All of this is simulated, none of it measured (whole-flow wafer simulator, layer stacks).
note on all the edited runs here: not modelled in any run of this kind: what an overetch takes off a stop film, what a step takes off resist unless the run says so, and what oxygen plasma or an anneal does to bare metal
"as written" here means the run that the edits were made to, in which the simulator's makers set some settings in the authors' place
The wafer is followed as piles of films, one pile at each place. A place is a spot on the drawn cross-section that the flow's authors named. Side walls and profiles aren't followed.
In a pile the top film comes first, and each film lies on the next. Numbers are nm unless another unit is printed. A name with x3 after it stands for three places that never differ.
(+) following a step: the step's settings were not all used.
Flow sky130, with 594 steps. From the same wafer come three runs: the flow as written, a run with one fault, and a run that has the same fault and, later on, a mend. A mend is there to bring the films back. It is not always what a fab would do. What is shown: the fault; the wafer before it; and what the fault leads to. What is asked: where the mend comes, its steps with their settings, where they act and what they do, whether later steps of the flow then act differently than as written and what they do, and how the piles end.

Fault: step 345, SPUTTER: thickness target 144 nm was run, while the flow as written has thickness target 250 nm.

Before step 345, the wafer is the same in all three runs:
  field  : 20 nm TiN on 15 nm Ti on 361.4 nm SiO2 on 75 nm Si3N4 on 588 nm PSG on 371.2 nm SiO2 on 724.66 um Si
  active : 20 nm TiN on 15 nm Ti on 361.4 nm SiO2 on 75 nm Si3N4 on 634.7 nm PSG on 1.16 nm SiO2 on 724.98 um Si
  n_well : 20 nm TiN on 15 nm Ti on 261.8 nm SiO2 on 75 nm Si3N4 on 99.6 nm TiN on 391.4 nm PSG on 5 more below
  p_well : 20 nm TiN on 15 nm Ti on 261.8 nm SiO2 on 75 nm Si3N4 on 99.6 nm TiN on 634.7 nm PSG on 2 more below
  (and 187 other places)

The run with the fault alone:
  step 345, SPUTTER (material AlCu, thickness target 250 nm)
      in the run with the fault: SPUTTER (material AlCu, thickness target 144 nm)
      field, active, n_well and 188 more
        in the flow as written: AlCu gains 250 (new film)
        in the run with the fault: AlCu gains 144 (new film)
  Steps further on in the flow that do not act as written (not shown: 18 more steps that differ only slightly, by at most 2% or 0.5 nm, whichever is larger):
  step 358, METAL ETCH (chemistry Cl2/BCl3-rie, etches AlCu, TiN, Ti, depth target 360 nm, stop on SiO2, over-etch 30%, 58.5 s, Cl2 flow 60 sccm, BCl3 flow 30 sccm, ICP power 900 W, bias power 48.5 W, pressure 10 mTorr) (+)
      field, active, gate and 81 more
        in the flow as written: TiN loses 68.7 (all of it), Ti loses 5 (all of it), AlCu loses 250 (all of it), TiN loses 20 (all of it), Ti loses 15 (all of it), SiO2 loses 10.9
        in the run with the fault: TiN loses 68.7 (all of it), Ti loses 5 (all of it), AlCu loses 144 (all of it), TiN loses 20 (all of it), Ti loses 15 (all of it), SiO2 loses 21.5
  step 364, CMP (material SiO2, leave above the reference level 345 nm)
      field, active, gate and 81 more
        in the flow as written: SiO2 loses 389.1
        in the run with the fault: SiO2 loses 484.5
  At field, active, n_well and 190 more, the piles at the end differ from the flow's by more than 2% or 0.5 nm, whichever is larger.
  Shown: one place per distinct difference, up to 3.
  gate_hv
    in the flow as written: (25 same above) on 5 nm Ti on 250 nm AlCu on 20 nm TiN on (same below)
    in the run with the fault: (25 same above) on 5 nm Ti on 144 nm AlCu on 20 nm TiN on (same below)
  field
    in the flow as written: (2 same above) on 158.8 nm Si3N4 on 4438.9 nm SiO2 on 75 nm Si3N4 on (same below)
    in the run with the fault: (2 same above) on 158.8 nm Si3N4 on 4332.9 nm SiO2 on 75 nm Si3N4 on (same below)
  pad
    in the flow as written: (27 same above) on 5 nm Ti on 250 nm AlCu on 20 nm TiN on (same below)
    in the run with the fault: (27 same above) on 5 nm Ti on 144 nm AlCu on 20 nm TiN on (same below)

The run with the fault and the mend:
  The mend follows step 345.
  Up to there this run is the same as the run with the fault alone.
  step 345a, SPUTTER (material AlCu, thickness target 106 nm) (the flow's step 345, run once more with other settings)
      field, active, n_well and 188 more
        AlCu gains 106
  None of the later steps of the flow acts differently than as written at any place that is followed.
  The piles end the same as the flow's at every place that both follow.
